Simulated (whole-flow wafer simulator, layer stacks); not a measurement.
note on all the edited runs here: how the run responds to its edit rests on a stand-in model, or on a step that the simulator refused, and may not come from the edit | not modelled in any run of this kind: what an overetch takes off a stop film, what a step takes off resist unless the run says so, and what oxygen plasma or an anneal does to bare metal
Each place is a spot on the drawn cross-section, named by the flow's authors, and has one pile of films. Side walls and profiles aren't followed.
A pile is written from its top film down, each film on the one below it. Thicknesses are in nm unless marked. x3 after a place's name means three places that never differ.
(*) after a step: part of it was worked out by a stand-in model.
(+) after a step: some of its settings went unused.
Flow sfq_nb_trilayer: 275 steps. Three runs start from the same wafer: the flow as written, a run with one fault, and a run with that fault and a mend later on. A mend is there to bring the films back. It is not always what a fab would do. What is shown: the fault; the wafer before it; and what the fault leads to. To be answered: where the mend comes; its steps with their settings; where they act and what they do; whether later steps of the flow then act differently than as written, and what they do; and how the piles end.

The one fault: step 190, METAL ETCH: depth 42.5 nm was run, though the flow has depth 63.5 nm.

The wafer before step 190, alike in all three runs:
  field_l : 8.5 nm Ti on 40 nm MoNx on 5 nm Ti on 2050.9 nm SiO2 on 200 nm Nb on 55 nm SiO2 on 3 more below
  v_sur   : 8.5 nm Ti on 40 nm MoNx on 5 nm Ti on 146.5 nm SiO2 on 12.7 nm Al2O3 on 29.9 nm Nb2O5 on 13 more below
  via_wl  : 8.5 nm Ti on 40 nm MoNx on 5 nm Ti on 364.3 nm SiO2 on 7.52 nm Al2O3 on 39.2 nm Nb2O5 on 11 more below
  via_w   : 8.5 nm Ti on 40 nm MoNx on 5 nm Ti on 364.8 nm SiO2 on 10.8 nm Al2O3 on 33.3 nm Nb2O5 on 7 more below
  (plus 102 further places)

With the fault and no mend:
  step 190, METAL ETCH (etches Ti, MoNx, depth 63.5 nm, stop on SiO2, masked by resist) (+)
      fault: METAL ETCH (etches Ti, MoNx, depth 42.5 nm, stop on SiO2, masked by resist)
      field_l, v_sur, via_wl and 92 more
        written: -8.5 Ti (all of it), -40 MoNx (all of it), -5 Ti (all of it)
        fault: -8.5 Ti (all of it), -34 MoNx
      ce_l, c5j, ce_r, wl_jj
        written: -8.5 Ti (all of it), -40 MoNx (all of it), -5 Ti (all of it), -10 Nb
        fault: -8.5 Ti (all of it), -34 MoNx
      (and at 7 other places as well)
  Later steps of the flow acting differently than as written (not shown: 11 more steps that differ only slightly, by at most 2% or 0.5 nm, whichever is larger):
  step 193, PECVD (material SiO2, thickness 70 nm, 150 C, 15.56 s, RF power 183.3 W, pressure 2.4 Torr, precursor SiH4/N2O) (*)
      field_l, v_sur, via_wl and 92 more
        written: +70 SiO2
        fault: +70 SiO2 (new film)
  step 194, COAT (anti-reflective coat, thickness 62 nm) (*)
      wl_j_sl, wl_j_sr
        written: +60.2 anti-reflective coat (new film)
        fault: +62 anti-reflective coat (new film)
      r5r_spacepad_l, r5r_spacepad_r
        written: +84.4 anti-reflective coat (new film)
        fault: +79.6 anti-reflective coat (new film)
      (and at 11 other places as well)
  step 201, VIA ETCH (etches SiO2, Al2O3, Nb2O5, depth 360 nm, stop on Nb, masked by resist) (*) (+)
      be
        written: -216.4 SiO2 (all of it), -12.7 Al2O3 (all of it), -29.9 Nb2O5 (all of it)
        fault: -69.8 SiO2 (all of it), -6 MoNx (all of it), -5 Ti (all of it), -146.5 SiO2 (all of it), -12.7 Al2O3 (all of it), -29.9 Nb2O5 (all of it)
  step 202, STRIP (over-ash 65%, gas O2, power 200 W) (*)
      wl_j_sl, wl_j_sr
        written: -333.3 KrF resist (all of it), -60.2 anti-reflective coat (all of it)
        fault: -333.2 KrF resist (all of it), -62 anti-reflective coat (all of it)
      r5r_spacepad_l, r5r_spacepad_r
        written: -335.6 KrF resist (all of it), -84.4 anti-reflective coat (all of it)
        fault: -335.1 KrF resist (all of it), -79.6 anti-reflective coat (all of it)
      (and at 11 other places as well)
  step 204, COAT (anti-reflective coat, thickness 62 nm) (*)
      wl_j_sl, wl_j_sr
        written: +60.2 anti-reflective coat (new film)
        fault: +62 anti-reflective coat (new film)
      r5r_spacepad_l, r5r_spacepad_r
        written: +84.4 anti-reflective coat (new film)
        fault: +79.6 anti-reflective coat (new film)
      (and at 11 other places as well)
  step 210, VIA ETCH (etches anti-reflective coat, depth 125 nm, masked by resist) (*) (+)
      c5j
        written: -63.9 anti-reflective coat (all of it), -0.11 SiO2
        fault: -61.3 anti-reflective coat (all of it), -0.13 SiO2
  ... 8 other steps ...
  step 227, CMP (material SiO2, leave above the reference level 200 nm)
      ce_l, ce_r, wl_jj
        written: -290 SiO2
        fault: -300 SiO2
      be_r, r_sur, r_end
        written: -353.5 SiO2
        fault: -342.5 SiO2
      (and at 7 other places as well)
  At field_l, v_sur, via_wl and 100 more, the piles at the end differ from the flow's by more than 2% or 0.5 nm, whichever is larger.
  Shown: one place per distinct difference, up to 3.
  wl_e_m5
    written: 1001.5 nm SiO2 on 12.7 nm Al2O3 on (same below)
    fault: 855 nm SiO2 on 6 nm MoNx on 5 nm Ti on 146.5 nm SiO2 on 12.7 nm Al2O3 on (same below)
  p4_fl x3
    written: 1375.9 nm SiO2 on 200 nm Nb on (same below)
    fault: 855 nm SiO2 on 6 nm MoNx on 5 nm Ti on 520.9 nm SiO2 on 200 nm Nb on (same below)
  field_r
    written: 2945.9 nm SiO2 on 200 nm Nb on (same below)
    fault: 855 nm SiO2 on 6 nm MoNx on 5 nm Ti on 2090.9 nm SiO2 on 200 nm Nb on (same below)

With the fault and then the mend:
  The mend stands after step 191.
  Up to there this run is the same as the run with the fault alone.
  step 191a, COAT (anti-reflective coat, thickness 62 nm) (*) (the flow's step 183 again)
      p4_fl x3, p4_w1 x9, p4_g1 x2 and 57 more
        +62 anti-reflective coat (new film)
      field_l, v_sur, via_wl and 6 more
        +62.2 anti-reflective coat (new film)
      wire, be, lsp_m, ln_m6, lsp_r
        +62.3 anti-reflective coat (new film)
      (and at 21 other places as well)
  step 191b, COAT (KrF resist, thickness 600 nm) (*) (the flow's step 184 again)
      p4_fl x3, p4_w1 x9, p4_g1 x2 and 57 more
        +600 KrF resist (new film)
      field_l, v_sur, via_wl, via_w
        +600.5 KrF resist (new film)
      via_wr, via_sp, l0v
        +600.6 KrF resist (new film)
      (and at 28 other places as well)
  step 191c, SOFTBAKE (KrF resist) (the flow's step 185 again)
      does not change any film at any place that is followed
  step 191d, EXPOSE (photomask R5, dose 12.12 mJ/cm2, NA 0.6, wavelength 248 nm) (*) (the flow's step 186 again)
      does not change any film at any place that is followed
  step 191e, PEB (KrF resist, 90 s) (the flow's step 187 again)
      field_l, v_sur, via_wl and 76 more
        -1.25 KrF resist
      via_v, wire, be and 14 more
        -1.26 KrF resist
      c5j, ce_r, r5r_space_c
        -1.27 KrF resist
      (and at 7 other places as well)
  step 191f, DEVELOP (KrF resist, thickness 600 nm, 60 s) (the flow's step 188 again)
      p4_fl x3, p4_w1 x9, p4_g1 x2 and 57 more
        -598.7 KrF resist (all of it)
      be_r, r_sur, res, r_end, r5r_line_l, r5r_line_c, r5r_line_r
        -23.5 KrF resist
      field_l, v_sur, via_wl
        -599.2 KrF resist (all of it)
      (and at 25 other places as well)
  step 191g, METAL ETCH (etches anti-reflective coat, depth 125 nm, masked by resist) (*) (+) (the flow's step 189 again)
      p4_fl x3, p4_w1 x9, p4_g1 x2 and 57 more
        -62 anti-reflective coat (all of it)
      field_l, v_sur, via_wl and 6 more
        -62.2 anti-reflective coat (all of it)
      be_r, r_sur, res, r_end, r5r_line_l, r5r_line_c, r5r_line_r
        -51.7 KrF resist
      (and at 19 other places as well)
  step 191h, METAL ETCH (etches Ti, MoNx, depth 21 nm, stop on SiO2, masked by resist) (+) (the flow's step 190 again, with other settings)
      field_l, v_sur, via_wl and 92 more
        -6 MoNx (all of it), -5 Ti (all of it)
      be_r, r_sur, res, r_end, r5r_line_l, r5r_line_c, r5r_line_r
        -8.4 KrF resist
      ce_l, c5j, ce_r, wl_jj
        -6 MoNx (all of it), -5 Ti (all of it), -10 Nb
  step 191i, STRIP (over-ash 65%, gas O2, power 200 W) (*) (the flow's step 191 again)
      r5r_line_l, r5r_line_c, r5r_line_r
        -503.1 KrF resist (all of it), -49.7 anti-reflective coat (all of it)
      be_r
        -497.6 KrF resist (all of it), -54.8 anti-reflective coat (all of it)
      r_sur
        -497.5 KrF resist (all of it), -58.2 anti-reflective coat (all of it)
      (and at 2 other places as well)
  Every later step of the flow that is run acts as written at every place that is followed.
  The piles end the same as the flow's at every place that both follow.
